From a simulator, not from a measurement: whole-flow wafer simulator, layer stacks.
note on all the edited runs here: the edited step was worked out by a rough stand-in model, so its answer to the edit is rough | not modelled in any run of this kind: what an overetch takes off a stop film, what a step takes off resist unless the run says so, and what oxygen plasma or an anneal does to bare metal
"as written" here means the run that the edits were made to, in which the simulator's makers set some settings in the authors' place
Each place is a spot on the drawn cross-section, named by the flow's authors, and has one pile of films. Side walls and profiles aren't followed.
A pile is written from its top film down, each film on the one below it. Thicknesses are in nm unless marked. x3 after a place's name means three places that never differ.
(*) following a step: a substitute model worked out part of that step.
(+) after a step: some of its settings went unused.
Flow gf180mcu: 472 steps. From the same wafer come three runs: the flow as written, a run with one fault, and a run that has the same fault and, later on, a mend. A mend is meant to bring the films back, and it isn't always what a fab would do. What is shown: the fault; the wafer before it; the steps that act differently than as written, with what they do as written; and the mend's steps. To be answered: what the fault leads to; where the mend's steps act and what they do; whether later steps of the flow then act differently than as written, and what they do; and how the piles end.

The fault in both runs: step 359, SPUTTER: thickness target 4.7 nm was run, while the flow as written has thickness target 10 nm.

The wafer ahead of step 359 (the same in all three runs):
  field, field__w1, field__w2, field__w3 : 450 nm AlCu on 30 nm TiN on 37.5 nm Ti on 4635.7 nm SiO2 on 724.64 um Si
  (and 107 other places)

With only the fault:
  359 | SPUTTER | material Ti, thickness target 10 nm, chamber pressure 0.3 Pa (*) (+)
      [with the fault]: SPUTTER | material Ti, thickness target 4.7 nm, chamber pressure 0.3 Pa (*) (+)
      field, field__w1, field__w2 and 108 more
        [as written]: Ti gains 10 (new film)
        [with the fault]: Ti gains 4.7 (new film)
  Steps later in the flow that act otherwise than as written (5 more steps, not shown, differ only slightly: by at most 2% or 0.5 nm, whichever is larger):
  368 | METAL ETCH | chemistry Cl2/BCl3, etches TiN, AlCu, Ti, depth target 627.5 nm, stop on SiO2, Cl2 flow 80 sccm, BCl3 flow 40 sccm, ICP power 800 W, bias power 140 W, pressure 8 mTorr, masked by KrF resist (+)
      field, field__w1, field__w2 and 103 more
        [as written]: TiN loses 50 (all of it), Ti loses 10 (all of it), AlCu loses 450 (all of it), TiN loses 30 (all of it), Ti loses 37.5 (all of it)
        [with the fault]: TiN loses 50 (all of it), Ti loses 4.7 (all of it), AlCu loses 450 (all of it), TiN loses 30 (all of it), Ti loses 37.5 (all of it)
  The piles end different from the flow's at field__w8, contact, m1, m1__w1, m1_nw by more than 2% or 0.5 nm, whichever is larger.
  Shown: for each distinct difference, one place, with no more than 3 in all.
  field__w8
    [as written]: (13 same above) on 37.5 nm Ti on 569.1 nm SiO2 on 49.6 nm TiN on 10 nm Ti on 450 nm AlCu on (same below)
    [with the fault]: (13 same above) on 37.5 nm Ti on 574.4 nm SiO2 on 49.6 nm TiN on 4.7 nm Ti on 450 nm AlCu on (same below)
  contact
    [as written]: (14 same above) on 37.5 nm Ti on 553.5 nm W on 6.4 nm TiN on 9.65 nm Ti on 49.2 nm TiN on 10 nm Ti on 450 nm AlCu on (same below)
    [with the fault]: (14 same above) on 37.5 nm Ti on 558.8 nm W on 6.38 nm TiN on 9.62 nm Ti on 49.2 nm TiN on 4.7 nm Ti on 450 nm AlCu on (same below)

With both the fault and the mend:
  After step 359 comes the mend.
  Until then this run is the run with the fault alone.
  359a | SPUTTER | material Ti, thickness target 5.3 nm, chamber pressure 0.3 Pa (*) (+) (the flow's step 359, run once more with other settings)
      field, field__w1, field__w2 and 108 more
        Ti gains 5.3
  None of the later steps of the flow acts differently than as written at any place that is followed.
  The piles end the same as the flow's at every place that both follow.
